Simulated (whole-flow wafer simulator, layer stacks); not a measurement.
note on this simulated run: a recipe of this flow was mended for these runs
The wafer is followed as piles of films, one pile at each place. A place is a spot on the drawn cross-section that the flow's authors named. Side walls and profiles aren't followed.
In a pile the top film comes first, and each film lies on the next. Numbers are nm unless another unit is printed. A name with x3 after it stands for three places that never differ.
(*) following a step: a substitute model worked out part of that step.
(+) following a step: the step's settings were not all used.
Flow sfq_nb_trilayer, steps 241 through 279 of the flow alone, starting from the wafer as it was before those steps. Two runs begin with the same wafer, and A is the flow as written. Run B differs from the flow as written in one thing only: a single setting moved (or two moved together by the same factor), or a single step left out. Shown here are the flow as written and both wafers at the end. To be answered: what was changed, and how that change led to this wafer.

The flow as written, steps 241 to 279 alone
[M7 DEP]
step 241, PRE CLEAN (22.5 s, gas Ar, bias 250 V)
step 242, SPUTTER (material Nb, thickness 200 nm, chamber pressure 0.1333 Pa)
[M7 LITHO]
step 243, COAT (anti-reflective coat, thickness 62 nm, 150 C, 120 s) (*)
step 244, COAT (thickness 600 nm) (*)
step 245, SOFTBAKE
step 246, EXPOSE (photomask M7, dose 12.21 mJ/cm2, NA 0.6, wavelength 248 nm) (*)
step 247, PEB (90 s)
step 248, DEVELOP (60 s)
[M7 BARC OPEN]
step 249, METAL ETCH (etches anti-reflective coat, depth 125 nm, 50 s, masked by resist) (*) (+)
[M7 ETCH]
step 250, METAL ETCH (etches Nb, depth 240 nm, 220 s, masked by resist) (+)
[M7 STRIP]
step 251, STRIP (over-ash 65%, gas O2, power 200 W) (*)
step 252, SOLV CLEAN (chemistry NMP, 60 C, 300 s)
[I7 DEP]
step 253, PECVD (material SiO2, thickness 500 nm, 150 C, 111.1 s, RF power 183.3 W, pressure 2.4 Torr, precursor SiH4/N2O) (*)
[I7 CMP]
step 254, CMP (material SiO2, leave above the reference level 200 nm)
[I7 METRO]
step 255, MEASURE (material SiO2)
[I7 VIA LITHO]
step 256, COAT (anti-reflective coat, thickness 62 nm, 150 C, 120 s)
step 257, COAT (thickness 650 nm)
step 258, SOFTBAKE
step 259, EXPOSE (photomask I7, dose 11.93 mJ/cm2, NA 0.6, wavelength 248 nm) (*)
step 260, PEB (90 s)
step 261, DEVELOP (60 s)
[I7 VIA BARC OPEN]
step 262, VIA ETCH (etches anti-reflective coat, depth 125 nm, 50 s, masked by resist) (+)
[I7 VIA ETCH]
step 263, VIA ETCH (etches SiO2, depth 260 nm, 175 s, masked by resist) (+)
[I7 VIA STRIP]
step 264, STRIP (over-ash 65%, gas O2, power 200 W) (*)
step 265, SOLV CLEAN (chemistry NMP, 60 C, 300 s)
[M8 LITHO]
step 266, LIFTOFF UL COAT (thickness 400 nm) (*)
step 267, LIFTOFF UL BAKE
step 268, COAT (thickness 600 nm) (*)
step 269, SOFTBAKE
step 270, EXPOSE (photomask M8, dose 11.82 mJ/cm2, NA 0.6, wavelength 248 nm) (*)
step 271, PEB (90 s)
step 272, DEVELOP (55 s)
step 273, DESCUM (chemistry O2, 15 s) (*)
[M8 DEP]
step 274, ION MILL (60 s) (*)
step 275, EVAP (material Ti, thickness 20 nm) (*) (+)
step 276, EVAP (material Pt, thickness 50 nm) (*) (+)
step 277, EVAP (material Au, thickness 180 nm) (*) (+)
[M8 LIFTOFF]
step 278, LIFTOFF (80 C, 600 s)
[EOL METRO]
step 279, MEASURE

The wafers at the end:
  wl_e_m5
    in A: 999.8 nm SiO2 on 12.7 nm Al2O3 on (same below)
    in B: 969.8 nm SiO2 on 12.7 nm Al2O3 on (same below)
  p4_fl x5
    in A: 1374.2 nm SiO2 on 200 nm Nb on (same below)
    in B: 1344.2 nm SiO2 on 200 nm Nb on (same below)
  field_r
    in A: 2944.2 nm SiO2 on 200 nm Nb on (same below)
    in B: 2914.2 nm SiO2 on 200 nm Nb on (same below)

The reason: step 242, SPUTTER: thickness 170 nm was run, while the flow as written has thickness 200 nm.

The path from the change to this, step by step:
  step 242, SPUTTER (material Nb, thickness 200 nm, chamber pressure 0.1333 Pa)
      field_l, v_sur, via_wl and 102 more: A +200 Nb (new film) | B +170 Nb (new film)
      via_v: A +159.9 Nb | B +135.9 Nb
  step 250, METAL ETCH (etches Nb, depth 240 nm, 220 s, masked by resist) (+)
      field_l, field_r, lsp_l and 62 more: A -200 Nb (all of it), -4 SiO2 | B -170 Nb (all of it), -7 SiO2
  step 253, PECVD (material SiO2, thickness 500 nm, 150 C, 111.1 s, RF power 183.3 W, pressure 2.4 Torr, precursor SiH4/N2O) (*)
      m7r_space_l x2: A +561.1 SiO2 | B +534.1 SiO2
  step 254, CMP (material SiO2, leave above the reference level 200 nm)
      field_l, p4_fl x5, p4_w1 x9 and 44 more: A -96 SiO2 | B -123 SiO2
      field_r, lsp_l: A -73.2 SiO2 | B -103.2 SiO2
      (as well as at 2 more places)
